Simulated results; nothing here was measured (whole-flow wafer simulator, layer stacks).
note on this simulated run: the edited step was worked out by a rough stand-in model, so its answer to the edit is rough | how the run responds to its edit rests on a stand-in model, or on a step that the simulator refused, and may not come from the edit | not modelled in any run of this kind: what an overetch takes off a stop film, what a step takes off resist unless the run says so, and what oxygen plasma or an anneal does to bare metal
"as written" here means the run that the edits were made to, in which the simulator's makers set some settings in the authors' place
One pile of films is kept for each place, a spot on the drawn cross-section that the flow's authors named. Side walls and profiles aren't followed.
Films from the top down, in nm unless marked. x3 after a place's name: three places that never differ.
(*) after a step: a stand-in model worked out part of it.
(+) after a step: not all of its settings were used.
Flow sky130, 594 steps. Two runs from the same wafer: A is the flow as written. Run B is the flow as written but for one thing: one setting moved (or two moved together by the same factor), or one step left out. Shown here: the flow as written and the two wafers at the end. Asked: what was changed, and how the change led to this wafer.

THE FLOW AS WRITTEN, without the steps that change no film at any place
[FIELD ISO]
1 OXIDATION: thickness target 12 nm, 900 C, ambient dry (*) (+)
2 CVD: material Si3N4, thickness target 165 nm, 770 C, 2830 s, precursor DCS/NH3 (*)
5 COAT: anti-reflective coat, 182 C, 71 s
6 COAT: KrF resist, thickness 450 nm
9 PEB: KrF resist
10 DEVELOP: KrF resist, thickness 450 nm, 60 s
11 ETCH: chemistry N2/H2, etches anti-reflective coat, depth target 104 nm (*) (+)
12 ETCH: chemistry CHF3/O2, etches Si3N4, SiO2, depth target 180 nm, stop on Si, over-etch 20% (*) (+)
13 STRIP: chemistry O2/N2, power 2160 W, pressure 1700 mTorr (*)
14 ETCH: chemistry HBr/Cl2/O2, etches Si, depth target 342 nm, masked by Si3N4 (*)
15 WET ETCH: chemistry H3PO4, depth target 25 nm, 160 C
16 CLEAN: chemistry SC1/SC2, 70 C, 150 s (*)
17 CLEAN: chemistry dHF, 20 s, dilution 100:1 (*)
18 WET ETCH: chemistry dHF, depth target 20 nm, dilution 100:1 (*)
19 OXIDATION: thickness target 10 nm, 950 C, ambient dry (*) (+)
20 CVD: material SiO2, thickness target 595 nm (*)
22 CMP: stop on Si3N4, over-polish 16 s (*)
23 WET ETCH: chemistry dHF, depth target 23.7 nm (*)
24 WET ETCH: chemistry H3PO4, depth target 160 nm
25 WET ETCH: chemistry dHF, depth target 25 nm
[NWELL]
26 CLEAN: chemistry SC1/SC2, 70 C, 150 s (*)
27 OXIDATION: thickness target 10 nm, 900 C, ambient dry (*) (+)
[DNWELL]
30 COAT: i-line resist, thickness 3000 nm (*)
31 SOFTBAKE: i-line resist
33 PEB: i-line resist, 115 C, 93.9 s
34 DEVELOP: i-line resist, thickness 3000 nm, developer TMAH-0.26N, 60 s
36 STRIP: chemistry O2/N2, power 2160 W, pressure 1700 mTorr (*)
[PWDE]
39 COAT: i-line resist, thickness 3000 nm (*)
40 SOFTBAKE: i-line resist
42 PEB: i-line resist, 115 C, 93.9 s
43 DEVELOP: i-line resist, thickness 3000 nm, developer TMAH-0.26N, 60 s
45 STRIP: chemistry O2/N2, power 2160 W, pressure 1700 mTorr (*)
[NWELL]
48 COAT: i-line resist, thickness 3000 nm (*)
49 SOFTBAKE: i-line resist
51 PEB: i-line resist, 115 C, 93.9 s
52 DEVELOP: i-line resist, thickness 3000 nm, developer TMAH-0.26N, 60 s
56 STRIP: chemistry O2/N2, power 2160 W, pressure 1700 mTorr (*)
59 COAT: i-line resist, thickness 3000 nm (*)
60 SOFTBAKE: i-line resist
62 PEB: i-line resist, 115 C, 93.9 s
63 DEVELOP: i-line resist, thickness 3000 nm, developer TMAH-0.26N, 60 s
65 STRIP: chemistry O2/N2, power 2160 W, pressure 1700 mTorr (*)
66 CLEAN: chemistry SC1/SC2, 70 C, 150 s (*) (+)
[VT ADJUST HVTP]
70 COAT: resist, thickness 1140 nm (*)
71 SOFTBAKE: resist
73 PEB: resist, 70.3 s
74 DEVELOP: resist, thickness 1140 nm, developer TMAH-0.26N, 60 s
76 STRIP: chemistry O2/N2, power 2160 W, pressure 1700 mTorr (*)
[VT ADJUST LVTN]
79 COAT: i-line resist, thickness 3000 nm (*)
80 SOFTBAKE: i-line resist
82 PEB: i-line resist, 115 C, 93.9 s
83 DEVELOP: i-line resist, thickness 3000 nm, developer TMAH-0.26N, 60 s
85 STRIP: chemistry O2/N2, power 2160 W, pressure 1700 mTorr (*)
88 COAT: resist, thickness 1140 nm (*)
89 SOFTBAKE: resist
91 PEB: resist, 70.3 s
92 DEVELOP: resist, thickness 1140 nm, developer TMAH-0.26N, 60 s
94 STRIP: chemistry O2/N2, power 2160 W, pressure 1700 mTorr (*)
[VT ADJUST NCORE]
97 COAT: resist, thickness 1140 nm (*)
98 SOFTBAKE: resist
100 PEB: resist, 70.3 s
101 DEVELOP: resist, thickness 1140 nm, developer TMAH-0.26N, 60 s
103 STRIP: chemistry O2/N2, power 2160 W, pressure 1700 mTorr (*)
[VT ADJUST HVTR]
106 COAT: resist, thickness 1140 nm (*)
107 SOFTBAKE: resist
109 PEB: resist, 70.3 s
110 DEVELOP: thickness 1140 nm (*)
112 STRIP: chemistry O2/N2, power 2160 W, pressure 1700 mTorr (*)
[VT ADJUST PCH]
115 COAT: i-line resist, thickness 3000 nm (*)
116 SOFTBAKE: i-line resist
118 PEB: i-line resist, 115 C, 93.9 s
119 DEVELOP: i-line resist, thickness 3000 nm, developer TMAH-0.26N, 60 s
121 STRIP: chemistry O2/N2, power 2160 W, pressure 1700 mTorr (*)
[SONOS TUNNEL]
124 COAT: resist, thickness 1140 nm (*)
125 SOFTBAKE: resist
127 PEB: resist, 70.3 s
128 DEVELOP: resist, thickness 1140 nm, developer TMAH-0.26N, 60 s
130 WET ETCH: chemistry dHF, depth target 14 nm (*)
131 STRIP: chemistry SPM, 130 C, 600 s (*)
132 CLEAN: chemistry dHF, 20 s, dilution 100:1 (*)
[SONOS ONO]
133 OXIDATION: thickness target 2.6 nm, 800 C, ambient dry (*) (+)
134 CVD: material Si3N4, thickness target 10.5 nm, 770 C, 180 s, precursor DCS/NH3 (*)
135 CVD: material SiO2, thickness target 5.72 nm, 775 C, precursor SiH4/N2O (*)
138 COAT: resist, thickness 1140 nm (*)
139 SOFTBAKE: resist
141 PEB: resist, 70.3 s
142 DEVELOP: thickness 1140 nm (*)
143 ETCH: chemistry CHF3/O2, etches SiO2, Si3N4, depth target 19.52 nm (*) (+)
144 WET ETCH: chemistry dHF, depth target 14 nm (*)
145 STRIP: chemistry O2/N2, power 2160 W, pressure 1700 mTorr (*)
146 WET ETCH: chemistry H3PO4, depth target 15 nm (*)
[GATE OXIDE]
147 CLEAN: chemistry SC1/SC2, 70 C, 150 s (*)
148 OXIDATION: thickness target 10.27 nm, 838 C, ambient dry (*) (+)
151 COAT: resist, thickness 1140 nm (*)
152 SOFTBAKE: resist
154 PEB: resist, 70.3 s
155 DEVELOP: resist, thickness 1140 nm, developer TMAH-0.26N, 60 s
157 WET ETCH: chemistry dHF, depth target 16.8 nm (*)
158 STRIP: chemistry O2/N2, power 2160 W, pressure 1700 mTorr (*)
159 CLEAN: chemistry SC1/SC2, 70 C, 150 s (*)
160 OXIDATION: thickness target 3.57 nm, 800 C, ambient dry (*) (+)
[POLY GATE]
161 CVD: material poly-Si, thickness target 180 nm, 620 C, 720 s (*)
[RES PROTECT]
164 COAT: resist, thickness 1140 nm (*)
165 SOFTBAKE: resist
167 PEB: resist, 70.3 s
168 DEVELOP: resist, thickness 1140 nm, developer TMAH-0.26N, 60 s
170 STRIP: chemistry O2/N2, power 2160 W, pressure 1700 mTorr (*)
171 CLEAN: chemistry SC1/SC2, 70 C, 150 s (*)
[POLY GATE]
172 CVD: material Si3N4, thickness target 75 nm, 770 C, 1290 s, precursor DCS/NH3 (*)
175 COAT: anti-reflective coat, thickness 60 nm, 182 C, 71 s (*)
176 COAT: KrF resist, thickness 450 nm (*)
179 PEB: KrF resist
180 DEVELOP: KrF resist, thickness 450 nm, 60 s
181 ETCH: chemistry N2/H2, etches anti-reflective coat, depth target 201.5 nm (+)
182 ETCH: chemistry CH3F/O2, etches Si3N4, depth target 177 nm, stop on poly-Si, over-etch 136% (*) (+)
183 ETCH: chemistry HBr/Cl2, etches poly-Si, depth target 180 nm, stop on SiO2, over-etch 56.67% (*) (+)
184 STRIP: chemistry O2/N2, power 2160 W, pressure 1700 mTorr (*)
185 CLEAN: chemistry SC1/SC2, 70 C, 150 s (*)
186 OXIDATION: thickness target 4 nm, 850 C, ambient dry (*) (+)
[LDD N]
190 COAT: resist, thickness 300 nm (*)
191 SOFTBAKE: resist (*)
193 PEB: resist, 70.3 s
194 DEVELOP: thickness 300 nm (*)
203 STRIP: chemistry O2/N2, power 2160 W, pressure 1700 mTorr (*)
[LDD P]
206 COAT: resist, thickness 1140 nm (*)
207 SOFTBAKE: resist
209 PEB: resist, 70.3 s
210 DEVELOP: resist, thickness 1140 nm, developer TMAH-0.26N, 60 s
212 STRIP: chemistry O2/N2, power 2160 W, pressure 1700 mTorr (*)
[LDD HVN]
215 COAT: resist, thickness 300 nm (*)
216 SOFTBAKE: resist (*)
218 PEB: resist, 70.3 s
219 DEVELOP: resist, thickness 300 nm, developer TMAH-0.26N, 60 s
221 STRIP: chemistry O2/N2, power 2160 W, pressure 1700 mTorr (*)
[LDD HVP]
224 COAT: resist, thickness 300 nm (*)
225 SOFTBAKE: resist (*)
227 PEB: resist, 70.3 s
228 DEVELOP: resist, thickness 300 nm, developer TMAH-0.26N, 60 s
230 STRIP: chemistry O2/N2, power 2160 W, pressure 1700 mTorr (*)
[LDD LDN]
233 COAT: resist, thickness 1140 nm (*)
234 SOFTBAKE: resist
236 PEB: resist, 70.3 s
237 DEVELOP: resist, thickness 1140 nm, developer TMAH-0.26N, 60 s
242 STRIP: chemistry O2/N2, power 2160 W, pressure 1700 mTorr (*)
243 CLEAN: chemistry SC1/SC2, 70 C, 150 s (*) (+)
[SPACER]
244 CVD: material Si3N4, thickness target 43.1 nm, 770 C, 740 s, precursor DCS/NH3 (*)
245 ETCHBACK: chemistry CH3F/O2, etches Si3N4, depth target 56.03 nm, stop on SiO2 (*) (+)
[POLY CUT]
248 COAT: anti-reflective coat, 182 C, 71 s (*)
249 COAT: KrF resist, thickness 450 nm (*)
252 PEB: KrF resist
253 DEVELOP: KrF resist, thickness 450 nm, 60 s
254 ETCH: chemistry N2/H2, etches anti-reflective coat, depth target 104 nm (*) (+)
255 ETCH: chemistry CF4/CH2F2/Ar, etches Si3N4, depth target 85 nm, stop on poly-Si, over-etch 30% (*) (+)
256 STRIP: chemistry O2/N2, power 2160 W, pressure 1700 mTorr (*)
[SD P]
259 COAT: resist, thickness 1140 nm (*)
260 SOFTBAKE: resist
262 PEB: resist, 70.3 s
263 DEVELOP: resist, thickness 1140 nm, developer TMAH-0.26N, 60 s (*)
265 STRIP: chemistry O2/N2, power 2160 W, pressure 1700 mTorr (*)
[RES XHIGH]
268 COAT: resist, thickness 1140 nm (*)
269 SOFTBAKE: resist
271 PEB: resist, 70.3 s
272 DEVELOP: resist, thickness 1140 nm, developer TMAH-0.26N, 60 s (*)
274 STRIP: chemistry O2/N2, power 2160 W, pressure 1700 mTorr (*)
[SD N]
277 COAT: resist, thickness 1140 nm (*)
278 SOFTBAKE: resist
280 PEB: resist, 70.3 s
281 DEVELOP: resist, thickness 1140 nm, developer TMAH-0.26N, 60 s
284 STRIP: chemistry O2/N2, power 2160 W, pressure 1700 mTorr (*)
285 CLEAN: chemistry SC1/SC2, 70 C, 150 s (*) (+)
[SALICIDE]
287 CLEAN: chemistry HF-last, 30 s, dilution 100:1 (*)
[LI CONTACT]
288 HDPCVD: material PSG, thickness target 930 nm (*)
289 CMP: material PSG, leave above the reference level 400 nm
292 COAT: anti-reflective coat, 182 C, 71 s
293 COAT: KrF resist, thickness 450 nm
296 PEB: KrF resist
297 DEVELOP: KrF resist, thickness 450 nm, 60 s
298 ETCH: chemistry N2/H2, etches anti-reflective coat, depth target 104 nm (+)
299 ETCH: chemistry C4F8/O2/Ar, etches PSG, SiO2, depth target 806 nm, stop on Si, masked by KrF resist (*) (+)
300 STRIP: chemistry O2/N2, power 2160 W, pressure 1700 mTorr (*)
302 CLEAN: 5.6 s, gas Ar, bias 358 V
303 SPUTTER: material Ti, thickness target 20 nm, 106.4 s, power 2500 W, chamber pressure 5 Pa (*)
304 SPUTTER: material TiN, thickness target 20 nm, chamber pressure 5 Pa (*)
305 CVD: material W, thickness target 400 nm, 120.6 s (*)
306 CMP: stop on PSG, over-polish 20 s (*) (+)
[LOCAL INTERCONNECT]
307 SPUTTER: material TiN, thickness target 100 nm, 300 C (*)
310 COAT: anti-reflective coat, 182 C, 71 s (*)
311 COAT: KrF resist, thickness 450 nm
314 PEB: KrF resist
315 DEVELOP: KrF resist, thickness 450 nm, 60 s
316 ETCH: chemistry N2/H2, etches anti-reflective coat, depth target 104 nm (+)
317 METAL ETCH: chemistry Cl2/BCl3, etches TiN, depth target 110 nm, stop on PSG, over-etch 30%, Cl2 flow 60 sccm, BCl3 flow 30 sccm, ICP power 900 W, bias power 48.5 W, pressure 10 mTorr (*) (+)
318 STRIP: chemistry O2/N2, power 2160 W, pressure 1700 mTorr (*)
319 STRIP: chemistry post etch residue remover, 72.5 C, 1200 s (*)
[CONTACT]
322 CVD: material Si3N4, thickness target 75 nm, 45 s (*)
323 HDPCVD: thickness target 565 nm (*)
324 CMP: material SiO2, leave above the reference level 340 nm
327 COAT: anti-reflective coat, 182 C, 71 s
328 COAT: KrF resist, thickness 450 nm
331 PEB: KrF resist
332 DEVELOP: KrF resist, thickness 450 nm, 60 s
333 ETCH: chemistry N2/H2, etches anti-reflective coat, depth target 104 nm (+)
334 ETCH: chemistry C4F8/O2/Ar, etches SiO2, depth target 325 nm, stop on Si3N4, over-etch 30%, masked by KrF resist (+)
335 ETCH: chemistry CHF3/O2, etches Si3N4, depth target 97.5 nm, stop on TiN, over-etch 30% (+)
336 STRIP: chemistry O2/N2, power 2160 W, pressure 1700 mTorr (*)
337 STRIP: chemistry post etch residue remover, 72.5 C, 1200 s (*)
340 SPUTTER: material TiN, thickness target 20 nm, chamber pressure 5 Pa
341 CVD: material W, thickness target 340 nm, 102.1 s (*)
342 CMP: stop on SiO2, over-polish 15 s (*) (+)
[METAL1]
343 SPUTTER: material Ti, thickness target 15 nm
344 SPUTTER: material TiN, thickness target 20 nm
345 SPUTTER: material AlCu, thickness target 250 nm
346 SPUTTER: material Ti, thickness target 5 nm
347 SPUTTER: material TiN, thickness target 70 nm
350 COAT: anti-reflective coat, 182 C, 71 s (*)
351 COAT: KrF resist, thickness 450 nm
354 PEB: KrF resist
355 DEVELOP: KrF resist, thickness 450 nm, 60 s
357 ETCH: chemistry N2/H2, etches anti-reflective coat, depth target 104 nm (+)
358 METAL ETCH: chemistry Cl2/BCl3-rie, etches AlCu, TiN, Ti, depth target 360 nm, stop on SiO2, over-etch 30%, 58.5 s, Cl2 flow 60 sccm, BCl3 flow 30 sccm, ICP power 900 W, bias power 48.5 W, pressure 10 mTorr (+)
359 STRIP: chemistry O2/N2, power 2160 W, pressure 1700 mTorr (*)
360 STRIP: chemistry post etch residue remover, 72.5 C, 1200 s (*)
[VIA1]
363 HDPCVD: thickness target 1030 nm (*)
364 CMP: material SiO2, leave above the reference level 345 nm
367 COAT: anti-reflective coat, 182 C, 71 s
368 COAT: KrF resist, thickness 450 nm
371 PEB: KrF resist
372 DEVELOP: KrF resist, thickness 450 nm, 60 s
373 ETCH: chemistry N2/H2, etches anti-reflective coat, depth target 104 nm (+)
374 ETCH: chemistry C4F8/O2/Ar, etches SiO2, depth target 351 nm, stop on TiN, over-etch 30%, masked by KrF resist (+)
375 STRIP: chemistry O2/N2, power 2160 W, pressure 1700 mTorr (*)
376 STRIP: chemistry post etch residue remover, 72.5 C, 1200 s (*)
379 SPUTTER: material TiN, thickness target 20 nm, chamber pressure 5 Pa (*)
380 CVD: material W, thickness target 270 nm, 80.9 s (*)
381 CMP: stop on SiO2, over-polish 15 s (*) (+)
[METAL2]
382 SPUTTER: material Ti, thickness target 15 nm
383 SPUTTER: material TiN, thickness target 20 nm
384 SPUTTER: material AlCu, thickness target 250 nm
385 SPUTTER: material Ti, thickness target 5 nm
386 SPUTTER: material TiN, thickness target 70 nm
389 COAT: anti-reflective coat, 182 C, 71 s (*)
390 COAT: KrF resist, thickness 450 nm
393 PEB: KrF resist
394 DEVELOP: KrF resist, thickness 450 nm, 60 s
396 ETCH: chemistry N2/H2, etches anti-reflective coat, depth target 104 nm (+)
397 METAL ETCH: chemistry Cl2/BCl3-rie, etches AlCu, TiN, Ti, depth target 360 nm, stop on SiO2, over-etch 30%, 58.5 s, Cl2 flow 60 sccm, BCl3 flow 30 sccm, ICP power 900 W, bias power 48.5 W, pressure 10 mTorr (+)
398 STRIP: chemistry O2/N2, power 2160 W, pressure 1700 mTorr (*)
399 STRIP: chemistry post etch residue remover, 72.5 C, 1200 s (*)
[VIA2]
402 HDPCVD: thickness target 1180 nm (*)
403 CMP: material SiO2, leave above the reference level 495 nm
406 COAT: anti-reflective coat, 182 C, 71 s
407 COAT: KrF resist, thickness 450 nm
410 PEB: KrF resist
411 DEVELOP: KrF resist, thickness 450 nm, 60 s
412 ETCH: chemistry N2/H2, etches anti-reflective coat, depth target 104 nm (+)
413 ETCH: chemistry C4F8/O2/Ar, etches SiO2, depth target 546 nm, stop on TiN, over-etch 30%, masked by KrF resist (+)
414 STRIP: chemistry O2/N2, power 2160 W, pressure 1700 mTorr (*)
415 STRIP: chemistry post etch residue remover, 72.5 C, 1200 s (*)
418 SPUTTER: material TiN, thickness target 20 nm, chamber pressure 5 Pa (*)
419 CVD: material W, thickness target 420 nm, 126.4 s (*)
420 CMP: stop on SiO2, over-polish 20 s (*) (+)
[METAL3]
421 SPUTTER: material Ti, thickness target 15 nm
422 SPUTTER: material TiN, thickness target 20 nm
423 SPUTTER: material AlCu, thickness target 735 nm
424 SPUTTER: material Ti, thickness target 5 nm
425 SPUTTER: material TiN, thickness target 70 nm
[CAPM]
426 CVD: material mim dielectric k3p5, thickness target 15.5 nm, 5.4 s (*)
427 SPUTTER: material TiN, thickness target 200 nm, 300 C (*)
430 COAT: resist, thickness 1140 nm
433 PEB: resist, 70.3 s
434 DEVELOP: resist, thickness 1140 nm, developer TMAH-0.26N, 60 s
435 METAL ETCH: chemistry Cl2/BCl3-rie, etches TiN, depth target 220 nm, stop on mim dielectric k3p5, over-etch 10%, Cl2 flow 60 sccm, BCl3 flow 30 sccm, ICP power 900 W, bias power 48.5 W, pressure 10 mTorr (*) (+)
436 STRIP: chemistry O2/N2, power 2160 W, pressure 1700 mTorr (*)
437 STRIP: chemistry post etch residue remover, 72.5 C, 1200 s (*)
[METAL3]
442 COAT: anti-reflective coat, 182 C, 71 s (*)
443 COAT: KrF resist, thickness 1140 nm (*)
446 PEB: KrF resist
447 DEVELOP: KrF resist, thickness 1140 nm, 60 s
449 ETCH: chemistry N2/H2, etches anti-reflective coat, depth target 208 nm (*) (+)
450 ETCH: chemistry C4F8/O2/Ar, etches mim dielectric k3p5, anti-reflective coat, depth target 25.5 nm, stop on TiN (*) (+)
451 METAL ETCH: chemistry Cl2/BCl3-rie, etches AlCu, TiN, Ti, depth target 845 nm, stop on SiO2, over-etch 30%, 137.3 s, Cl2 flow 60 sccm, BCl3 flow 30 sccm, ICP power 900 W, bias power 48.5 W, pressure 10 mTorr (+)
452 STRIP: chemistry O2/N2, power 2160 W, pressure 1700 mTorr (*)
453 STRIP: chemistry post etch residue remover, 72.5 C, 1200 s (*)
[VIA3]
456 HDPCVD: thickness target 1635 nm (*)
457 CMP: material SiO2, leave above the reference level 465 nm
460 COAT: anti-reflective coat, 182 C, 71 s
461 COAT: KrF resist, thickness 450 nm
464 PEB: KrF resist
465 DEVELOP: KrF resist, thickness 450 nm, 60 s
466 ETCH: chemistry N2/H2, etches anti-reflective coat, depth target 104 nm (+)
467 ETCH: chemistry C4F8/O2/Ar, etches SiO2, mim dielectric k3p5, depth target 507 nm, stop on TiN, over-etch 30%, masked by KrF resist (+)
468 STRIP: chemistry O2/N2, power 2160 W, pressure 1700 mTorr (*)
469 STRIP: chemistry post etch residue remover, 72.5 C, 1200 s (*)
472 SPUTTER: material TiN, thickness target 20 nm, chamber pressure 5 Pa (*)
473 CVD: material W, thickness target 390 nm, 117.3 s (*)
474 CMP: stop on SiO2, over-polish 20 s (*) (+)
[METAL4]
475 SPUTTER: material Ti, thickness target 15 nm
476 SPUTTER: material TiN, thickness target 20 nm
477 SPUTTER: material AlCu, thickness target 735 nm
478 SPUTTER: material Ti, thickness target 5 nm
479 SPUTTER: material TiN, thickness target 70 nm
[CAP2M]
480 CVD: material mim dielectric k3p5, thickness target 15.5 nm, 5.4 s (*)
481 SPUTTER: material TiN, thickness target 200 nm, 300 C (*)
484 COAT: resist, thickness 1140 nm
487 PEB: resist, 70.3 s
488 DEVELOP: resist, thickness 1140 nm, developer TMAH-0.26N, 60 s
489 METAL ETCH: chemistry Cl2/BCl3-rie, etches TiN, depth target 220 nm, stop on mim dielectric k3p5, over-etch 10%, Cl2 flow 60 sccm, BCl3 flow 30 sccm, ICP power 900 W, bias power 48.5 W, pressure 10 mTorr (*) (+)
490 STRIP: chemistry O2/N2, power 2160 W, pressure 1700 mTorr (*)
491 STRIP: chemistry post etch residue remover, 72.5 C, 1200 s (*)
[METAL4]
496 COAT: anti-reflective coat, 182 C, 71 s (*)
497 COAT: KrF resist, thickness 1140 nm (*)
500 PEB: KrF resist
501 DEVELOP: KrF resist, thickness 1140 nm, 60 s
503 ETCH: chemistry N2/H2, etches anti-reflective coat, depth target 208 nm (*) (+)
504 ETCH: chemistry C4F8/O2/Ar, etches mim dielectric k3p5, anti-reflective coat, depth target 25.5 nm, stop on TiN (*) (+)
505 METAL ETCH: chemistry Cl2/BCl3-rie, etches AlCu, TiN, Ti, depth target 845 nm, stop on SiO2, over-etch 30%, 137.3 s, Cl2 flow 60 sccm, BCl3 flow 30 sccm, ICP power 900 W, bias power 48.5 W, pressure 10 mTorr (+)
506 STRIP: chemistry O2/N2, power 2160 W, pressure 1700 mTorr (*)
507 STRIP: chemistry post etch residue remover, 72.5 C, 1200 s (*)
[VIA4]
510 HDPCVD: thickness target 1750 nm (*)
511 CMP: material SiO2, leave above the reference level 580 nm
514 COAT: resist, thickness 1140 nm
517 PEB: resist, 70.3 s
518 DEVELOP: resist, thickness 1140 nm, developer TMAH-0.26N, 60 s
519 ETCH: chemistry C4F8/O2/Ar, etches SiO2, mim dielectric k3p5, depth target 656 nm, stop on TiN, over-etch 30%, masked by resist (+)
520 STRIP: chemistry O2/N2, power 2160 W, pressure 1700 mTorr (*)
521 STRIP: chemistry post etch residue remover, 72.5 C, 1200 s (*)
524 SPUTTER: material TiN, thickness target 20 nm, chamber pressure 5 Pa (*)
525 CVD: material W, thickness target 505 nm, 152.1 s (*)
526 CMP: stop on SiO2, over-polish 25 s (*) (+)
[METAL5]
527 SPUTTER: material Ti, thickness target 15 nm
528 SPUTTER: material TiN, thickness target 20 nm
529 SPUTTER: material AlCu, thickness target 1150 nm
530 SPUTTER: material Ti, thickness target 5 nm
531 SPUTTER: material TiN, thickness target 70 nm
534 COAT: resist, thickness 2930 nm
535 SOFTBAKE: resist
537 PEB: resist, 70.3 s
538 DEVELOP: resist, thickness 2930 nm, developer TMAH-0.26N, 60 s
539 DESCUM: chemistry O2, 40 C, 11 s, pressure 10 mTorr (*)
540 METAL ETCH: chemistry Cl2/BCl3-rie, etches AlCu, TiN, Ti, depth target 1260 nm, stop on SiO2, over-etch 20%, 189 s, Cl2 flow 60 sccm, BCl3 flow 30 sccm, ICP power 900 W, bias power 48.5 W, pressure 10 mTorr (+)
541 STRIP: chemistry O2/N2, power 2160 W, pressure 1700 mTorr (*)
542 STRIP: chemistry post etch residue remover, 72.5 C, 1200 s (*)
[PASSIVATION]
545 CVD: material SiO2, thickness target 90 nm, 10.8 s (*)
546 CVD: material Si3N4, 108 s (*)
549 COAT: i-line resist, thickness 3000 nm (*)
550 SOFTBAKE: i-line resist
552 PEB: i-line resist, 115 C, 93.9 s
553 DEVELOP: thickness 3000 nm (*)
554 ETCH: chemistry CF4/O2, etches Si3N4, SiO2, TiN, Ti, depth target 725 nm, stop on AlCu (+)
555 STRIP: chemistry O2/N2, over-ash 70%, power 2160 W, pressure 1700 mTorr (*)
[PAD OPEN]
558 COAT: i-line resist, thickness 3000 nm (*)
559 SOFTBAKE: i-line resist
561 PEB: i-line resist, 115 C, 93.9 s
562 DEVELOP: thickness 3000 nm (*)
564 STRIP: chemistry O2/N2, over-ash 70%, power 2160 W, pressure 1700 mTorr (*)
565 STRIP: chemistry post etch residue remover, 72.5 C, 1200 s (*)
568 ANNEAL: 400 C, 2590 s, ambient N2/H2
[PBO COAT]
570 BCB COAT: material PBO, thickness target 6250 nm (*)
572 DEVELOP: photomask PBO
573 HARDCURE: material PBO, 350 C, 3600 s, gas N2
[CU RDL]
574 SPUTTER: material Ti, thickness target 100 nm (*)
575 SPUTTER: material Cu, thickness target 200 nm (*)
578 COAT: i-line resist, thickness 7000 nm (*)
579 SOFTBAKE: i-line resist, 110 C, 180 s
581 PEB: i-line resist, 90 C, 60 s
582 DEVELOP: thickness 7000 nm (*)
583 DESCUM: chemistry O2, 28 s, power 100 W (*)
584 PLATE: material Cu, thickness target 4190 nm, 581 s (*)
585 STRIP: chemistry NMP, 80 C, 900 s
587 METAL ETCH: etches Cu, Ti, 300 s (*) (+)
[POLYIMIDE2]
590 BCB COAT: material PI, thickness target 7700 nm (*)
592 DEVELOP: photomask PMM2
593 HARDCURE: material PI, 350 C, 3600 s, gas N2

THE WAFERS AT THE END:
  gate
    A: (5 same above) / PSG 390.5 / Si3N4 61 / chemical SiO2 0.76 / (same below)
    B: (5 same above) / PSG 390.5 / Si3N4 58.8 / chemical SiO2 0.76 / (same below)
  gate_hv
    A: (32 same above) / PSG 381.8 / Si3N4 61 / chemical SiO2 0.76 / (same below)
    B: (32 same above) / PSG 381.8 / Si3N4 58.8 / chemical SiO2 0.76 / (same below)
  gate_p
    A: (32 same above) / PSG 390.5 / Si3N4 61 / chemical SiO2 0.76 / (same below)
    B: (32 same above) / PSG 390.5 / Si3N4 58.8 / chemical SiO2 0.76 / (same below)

The cause: step 244, CVD: thickness target 40.9 nm was run, where the flow has thickness target 43.1 nm; step 244, CVD: 703 s was run, where the flow has 740 s.

How the change led to this, step by step:
  244 CVD: material Si3N4, thickness target 43.1 nm, 770 C, 740 s, precursor DCS/NH3 (*)
      field, active, p_well and 101 more: A Si3N4 +43.1 (new film) | B Si3N4 +40.9 (new film)
      n_well, gate, gate_hv and 74 more: A Si3N4 +43.1 | B Si3N4 +40.9
  245 ETCHBACK: chemistry CH3F/O2, etches Si3N4, depth target 56.03 nm, stop on SiO2 (*) (+)
      field, active, p_well and 101 more: A Si3N4 -43.1 (all of it), SiO2 -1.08 | B Si3N4 -40.9 (all of it), SiO2 -1.26
  248 COAT: anti-reflective coat, 182 C, 71 s (*)
      gate_hv: A anti-reflective coat +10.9 (new film) | B anti-reflective coat +11.6 (new film)
      mim: A anti-reflective coat +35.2 (new film) | B anti-reflective coat +36 (new film)
      (and at 3 more places)
  254 ETCH: chemistry N2/H2, etches anti-reflective coat, depth target 104 nm (*) (+)
      rxpo_ln: A anti-reflective coat -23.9 (all of it), Si3N4 -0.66 | B anti-reflective coat -23.2 (all of it), Si3N4 -0.67
  255 ETCH: chemistry CF4/CH2F2/Ar, etches Si3N4, depth target 85 nm, stop on poly-Si, over-etch 30% (*) (+)
      field, active, n_well and 180 more: A KrF resist -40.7 | B KrF resist -39.3
      rpo_wd, rxpo_wd: A Si3N4 -61.6 (all of it), chemical SiO2 -0.75 (all of it) | B Si3N4 -59.4 (all of it), chemical SiO2 -0.75 (all of it)
      (and at 5 more places)
  256 STRIP: chemistry O2/N2, power 2160 W, pressure 1700 mTorr (*)
      gate_hv: A KrF resist -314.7 (all of it), anti-reflective coat -10.9 (all of it) | B KrF resist -316.4 (all of it), anti-reflective coat -11.6 (all of it)
      mim: A KrF resist -401.8 (all of it), anti-reflective coat -35.2 (all of it) | B KrF resist -402.4 (all of it), anti-reflective coat -36 (all of it)
      (and at 2 more places)
  306 CMP: stop on PSG, over-polish 20 s (*) (+)
      poly_licon: A W -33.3 | B W -35.5
